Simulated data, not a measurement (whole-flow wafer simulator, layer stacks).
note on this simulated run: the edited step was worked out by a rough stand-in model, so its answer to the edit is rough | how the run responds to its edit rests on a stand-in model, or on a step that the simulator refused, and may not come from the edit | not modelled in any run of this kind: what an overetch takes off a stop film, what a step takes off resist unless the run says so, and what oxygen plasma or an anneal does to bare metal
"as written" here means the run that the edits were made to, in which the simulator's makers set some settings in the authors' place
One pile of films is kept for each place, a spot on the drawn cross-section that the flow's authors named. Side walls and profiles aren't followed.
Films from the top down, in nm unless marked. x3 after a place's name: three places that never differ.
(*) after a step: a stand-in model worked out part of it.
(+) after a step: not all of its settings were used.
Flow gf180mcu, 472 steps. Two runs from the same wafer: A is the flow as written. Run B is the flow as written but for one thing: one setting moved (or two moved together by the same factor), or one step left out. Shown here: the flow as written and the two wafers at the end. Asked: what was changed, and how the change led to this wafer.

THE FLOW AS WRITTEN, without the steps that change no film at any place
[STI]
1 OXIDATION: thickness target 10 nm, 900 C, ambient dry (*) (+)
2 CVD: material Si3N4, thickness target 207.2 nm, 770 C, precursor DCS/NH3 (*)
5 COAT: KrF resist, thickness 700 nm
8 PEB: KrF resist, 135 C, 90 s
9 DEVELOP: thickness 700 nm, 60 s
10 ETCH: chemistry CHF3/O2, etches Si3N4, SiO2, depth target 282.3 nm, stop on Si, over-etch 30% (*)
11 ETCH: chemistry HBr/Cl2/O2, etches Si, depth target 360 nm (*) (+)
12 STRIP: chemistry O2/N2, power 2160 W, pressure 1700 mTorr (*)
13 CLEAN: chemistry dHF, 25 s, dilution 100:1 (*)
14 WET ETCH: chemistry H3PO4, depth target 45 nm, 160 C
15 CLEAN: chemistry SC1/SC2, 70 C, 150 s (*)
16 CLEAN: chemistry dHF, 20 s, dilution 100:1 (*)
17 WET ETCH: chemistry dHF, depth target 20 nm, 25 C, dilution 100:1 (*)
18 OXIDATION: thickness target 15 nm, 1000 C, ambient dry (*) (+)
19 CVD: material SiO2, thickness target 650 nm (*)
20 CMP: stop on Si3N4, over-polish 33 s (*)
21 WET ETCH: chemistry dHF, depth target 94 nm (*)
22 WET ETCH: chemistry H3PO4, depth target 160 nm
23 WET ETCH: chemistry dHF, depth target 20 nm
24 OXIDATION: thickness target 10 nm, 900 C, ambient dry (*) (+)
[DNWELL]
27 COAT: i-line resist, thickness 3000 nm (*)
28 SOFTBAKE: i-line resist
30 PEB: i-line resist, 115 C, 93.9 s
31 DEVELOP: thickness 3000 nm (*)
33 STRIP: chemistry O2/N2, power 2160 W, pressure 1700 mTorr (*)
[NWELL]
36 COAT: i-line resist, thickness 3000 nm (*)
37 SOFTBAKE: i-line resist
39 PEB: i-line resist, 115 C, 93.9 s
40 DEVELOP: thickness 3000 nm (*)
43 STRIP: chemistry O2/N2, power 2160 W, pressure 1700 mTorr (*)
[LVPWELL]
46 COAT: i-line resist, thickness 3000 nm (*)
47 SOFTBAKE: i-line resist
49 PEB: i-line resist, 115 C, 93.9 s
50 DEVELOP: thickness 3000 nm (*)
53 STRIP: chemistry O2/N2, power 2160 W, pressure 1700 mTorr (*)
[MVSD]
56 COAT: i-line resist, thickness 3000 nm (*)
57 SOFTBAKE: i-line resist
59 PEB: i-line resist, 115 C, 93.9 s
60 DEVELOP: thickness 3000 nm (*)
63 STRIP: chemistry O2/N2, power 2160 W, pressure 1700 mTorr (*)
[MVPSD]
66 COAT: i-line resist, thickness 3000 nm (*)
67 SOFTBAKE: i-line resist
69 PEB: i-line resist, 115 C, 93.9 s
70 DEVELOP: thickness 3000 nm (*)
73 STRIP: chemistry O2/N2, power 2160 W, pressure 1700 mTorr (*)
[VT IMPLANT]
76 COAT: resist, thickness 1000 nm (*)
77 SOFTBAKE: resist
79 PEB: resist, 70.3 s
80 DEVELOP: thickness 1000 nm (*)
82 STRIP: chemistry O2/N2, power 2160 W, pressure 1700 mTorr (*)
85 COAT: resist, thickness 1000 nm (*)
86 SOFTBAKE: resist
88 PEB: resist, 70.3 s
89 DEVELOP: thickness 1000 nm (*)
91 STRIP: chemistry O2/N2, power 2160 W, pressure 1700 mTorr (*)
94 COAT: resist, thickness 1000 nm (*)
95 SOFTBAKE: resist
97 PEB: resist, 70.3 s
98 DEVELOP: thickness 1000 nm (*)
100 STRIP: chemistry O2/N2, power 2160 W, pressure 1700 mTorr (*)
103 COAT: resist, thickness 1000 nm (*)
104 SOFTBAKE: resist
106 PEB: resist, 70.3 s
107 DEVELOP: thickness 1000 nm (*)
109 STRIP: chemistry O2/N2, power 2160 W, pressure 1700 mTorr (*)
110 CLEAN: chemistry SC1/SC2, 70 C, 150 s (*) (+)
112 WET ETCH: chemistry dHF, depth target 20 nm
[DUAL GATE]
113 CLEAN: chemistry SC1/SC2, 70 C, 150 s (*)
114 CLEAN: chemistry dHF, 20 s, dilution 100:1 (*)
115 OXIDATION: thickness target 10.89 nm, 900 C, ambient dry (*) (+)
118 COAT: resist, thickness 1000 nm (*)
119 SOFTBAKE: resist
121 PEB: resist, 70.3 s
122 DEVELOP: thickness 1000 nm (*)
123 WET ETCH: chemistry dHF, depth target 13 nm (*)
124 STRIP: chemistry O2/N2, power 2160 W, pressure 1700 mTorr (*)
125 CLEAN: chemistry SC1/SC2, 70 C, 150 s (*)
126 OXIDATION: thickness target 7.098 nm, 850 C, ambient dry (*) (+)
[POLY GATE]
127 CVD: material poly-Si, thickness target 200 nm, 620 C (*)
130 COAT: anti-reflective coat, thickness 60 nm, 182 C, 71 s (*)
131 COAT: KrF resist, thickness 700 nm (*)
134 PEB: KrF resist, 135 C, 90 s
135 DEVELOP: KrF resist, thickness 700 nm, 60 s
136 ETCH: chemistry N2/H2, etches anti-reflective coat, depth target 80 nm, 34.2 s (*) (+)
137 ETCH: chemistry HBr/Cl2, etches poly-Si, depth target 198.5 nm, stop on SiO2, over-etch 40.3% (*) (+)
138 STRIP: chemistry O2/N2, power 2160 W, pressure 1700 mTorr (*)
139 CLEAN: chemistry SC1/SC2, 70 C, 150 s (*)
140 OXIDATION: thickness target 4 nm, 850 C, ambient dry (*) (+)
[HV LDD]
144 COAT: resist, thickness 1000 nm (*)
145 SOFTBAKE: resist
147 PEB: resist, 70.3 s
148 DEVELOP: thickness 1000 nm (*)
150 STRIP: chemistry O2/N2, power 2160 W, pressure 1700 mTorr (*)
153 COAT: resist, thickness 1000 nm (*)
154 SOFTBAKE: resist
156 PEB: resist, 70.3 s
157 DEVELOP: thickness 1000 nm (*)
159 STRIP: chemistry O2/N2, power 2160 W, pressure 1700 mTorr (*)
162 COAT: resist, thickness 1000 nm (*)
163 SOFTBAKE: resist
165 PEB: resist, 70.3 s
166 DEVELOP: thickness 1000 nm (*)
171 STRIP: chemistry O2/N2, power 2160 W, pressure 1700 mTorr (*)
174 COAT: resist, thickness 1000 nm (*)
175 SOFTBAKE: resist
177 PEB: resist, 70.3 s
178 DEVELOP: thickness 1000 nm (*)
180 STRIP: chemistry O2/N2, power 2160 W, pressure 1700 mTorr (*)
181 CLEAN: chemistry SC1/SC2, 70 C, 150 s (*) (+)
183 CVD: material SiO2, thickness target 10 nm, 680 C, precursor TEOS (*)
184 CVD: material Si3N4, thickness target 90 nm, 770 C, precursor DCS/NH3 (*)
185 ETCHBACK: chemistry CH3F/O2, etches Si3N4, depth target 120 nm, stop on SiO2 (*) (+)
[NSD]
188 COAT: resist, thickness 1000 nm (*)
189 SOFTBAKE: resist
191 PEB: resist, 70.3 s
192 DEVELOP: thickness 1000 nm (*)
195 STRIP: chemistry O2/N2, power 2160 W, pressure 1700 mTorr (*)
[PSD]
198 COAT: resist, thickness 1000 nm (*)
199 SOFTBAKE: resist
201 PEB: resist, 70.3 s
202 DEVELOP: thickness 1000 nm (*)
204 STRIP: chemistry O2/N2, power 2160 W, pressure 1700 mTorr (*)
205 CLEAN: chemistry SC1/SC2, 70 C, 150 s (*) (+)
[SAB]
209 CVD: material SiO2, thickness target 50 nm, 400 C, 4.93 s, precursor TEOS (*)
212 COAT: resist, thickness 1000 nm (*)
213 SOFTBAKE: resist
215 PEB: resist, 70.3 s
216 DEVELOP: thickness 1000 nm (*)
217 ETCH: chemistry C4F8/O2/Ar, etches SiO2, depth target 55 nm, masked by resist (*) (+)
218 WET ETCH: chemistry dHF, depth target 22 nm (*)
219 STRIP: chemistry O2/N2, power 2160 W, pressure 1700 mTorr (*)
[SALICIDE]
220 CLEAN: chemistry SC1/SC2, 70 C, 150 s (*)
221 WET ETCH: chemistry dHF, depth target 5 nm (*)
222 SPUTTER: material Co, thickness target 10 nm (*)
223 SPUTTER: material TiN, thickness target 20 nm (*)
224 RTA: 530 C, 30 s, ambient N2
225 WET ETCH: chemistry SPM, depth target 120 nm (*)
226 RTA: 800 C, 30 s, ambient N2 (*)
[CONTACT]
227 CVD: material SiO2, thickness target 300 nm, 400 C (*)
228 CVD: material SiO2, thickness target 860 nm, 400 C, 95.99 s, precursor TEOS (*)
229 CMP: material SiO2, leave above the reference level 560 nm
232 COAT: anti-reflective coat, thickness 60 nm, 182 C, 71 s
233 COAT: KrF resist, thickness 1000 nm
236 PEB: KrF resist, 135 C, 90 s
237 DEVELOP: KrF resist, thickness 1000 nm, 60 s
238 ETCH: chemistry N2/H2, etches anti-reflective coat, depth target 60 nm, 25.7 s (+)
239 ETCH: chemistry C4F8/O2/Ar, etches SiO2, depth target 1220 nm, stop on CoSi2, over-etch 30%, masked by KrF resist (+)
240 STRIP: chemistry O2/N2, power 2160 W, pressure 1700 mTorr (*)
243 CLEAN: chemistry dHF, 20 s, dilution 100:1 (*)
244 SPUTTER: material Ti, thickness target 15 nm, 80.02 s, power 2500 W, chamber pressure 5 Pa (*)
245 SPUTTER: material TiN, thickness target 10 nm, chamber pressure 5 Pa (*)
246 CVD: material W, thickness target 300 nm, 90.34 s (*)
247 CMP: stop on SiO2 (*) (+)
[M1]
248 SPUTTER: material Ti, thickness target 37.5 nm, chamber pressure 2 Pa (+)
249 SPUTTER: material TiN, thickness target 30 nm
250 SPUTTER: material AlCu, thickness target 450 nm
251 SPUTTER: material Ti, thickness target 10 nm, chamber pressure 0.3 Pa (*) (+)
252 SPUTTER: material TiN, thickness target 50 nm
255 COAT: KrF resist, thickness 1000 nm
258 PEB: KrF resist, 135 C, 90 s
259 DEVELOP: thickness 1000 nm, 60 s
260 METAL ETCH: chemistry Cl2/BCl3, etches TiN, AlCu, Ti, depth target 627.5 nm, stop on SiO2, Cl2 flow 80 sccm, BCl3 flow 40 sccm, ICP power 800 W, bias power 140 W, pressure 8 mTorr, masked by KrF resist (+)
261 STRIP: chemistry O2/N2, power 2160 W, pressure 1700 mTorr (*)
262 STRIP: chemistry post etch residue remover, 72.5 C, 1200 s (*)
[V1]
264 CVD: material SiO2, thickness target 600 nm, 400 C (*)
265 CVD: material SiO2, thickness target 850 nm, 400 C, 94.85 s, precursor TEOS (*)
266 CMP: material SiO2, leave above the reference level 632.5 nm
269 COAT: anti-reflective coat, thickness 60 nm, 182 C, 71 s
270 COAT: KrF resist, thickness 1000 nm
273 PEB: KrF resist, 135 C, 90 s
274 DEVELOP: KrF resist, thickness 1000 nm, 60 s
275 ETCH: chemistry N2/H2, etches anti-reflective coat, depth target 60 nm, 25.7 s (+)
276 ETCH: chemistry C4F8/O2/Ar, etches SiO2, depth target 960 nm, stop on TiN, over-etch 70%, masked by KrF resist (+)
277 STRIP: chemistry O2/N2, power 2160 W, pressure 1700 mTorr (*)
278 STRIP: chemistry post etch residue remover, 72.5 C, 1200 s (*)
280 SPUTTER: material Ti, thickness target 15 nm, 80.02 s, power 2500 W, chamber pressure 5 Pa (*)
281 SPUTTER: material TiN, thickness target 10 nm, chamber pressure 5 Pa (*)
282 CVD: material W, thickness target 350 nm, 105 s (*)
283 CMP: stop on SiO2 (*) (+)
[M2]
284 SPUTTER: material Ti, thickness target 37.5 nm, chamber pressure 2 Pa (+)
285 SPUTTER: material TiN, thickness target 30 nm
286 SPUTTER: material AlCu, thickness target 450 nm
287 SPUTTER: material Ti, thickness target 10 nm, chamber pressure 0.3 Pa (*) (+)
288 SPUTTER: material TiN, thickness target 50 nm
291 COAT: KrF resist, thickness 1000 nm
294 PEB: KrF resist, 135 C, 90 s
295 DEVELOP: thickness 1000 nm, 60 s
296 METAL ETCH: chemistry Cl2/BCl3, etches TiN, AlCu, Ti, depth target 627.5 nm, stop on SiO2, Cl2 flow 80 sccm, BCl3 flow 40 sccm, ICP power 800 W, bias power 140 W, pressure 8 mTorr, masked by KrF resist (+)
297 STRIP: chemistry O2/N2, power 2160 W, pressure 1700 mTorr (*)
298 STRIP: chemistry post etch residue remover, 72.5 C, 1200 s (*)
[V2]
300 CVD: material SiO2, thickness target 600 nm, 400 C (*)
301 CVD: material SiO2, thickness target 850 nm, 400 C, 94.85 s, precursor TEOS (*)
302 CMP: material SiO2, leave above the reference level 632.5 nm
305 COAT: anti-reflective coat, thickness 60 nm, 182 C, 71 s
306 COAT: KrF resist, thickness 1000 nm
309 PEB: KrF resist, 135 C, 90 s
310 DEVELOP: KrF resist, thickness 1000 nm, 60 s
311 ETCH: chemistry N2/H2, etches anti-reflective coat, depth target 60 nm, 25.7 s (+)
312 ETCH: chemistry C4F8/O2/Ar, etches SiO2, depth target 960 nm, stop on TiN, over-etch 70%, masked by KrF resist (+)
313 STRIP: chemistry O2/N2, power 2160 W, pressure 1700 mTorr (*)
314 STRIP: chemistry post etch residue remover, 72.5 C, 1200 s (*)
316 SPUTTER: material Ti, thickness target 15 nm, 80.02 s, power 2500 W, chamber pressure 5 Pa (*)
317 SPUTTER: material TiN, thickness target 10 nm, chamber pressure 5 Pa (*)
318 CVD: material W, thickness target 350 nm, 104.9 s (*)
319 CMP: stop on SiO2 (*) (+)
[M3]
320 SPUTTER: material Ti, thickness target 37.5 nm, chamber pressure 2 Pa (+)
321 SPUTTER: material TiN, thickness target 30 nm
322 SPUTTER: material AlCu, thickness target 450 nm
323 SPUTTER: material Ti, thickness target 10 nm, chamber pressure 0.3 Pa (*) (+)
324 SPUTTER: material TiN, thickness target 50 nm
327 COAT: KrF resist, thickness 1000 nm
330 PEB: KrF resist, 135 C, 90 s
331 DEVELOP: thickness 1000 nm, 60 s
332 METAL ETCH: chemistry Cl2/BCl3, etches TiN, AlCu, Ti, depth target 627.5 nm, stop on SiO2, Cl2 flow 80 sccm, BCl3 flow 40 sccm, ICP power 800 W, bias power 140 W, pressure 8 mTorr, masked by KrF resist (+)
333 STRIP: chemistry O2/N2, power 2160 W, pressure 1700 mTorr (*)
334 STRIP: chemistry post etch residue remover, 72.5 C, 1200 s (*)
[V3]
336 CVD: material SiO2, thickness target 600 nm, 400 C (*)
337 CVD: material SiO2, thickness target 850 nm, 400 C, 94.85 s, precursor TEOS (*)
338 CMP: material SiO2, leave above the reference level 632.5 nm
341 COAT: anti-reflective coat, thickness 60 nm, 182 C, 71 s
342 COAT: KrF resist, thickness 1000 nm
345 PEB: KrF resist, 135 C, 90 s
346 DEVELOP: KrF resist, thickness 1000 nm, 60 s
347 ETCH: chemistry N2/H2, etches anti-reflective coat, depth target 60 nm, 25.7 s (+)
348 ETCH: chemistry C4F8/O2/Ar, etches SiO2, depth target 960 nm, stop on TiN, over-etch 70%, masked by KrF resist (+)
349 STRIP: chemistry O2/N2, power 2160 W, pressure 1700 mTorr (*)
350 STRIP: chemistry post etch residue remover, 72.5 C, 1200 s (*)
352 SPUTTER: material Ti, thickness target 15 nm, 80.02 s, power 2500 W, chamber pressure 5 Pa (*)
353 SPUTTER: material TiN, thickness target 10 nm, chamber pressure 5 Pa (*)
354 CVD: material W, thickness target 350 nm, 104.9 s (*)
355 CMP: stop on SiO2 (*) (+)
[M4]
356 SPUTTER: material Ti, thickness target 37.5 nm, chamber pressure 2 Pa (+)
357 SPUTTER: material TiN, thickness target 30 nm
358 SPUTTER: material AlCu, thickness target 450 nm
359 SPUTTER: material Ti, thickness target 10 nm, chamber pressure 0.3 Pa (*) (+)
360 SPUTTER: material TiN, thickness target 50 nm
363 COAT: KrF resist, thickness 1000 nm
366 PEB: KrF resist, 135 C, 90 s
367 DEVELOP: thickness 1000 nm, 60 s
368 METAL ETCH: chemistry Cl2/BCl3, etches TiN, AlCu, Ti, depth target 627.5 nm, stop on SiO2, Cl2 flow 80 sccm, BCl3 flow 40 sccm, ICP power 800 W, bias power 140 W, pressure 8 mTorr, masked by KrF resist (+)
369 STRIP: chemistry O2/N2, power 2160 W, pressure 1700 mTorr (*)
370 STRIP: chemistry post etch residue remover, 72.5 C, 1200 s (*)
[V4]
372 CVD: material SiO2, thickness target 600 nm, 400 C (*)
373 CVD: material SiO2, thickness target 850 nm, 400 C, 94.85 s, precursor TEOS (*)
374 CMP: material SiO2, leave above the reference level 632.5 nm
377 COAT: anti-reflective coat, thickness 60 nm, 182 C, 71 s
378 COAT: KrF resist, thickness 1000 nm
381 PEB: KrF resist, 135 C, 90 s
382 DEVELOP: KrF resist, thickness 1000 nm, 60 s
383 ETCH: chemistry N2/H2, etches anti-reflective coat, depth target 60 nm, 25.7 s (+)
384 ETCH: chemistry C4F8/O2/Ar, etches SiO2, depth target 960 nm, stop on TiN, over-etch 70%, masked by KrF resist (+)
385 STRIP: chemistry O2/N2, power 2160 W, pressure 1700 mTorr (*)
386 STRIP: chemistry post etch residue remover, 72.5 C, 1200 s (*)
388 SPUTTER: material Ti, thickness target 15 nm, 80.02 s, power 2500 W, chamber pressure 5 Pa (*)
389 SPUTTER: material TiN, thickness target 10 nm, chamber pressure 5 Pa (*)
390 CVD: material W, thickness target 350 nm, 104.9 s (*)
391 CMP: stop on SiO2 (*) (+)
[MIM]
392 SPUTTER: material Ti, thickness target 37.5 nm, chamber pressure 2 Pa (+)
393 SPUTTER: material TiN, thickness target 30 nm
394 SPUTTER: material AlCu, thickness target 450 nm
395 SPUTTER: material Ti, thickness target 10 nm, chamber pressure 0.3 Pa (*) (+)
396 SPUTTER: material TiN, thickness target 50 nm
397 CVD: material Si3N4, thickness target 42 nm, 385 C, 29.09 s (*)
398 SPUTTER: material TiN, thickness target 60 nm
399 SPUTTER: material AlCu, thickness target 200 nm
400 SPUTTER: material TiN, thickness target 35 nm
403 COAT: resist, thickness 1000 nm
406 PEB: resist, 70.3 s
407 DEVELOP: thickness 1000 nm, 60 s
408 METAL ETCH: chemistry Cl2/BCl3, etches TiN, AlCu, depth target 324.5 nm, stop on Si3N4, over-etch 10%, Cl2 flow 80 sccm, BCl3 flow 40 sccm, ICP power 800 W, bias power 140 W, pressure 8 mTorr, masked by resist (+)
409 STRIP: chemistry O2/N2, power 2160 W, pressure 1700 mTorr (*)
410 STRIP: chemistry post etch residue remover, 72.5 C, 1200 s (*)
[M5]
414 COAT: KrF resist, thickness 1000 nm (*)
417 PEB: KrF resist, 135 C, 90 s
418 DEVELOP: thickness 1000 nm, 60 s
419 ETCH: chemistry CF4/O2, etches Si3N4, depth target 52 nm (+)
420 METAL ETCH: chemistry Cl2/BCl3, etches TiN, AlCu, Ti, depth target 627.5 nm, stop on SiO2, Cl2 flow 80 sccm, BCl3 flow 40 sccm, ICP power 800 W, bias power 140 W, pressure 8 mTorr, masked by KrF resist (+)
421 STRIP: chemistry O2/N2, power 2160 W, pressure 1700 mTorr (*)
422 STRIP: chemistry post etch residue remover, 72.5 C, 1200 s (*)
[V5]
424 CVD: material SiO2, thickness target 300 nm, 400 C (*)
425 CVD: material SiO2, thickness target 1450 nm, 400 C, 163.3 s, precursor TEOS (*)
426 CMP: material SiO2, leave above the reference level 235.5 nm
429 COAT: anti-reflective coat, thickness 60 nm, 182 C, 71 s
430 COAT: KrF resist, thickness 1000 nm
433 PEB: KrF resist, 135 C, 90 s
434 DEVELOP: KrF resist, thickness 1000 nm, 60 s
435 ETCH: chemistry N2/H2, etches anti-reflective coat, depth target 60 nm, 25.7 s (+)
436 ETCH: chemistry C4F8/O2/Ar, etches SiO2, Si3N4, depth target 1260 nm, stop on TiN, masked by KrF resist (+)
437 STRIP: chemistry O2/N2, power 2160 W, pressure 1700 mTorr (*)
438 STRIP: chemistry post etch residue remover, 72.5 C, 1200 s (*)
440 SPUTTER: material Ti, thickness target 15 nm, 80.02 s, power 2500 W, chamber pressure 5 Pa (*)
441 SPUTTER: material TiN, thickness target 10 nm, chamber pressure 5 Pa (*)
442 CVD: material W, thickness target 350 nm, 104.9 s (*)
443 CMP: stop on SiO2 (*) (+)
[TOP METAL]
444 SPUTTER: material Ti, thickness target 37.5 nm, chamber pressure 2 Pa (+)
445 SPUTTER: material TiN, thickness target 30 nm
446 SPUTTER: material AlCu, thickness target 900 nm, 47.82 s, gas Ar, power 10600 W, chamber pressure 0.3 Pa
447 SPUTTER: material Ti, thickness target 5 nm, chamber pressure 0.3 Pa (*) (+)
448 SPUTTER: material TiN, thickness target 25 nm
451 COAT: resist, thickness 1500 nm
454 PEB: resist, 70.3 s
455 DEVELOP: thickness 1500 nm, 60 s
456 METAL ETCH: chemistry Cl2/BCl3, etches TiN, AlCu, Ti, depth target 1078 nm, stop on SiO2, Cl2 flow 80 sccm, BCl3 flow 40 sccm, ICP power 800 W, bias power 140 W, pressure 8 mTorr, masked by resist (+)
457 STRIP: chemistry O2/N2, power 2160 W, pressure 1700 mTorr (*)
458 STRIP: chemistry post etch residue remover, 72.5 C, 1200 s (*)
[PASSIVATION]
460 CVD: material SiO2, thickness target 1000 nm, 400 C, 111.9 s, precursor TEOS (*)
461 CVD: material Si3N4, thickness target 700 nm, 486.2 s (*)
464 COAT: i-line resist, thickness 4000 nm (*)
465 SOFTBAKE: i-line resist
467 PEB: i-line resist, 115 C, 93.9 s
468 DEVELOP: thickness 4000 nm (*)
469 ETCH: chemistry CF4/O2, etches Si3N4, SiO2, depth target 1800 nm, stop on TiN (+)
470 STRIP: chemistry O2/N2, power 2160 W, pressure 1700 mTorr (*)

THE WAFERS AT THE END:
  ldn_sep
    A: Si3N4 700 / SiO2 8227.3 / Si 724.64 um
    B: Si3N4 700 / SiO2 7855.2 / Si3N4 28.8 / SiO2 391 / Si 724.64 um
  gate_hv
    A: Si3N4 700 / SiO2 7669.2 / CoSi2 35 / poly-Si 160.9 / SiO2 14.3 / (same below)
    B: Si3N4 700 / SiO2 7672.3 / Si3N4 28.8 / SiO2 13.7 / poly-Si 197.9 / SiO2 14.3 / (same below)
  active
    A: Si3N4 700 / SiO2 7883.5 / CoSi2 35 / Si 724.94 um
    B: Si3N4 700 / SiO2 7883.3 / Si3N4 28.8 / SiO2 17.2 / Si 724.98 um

The cause: step 185, ETCHBACK: depth target 57 nm was run, where the flow has depth target 120 nm.

How the change led to this, step by step:
  185 ETCHBACK: chemistry CH3F/O2, etches Si3N4, depth target 120 nm, stop on SiO2 (*) (+)
      field, field__w1, field__w2 and 100 more: A Si3N4 -90 (all of it), SiO2 -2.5 | B Si3N4 -57
  188 COAT: resist, thickness 1000 nm (*)
      spacer: A resist +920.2 (new film) | B resist +955.8 (new film)
  189 SOFTBAKE: resist
      field__w9: A resist +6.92 | B resist -3.14
      nw_enc_fld_lv: A resist +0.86 | B resist +5.57
  191 PEB: resist, 70.3 s
      spacer: A resist -14.3 | B resist -15.2
  192 DEVELOP: thickness 1000 nm (*)
      spacer: A resist -905.9 (all of it) | B resist -940.6 (all of it)
  198 COAT: resist, thickness 1000 nm (*)
      spacer: A resist +920.2 (new film) | B resist +955.8 (new film)
  199 SOFTBAKE: resist
      field__w9: A resist +6.92 | B resist -3.14
      nw_enc_fld_lv: A resist +0.86 | B resist +5.57
  201 PEB: resist, 70.3 s
      spacer: A resist -14.3 | B resist -15.2
  204 STRIP: chemistry O2/N2, power 2160 W, pressure 1700 mTorr (*)
      spacer: A resist -905.9 (all of it) | B resist -940.6 (all of it)
  205 CLEAN: chemistry SC1/SC2, 70 C, 150 s (*) (+)
      field, field__w1, field__w2 and 105 more: A SiO2 -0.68 | B Si3N4 -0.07
  209 CVD: material SiO2, thickness target 50 nm, 400 C, 4.93 s, precursor TEOS (*)
      field, field__w7, field__w8 and 73 more: A SiO2 +50 | B SiO2 +50 (new film)
      field_sub__w1, field_sub__w3, field_sub__w4, field_sub__w5, ld_drift_n: A SiO2 +48.9 | B SiO2 +48.8 (new film)
      (and at 27 more places)
  212 COAT: resist, thickness 1000 nm (*)
      spacer: A resist +919.4 (new film) | B resist +955.4 (new film)
  215 PEB: resist, 70.3 s
      spacer: A resist -14.3 | B resist -15.2
  216 DEVELOP: thickness 1000 nm (*)
      spacer: A resist -905.1 (all of it) | B resist -940.2 (all of it)
  217 ETCH: chemistry C4F8/O2/Ar, etches SiO2, depth target 55 nm, masked by resist (*) (+)
      field, field__w7, field__w8 and 70 more: A SiO2 -55 | B SiO2 -50 (all of it), Si3N4 -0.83
      field_sub__w1, field_sub__w3, field_sub__w4, field_sub__w5, ld_drift_n: A SiO2 -55 | B SiO2 -48.8 (all of it), Si3N4 -1.03
      (and at 21 more places)
  218 WET ETCH: chemistry dHF, depth target 22 nm (*)
      gate, gate_hv, gate_p and 23 more: A SiO2 -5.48 (all of it) | B Si3N4 -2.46
      field, field__w10, sti and 14 more: A SiO2 -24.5 | B Si3N4 -2.46
      (and at 56 more places)
  ... 12 more steps ...
  471 ANNEAL: 400 C, 1800 s, ambient N2/H2
      polyc_n, polyc_p: A nothing | B under 9 films: void +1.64 (new film), Ti -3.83, TiSi first +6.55 (new film), poly-Si -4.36
      contact: A nothing | B under 49 films: void +1.62 (new film), Ti -3.83, TiSi first +6.55 (new film), Si -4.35
Counting metal films that touch as one body, gate_hv has 0 bodies; the flow as written gives 1 body.
Counting metal films that touch as one body, active has 0 bodies; the flow as written gives 1 body.
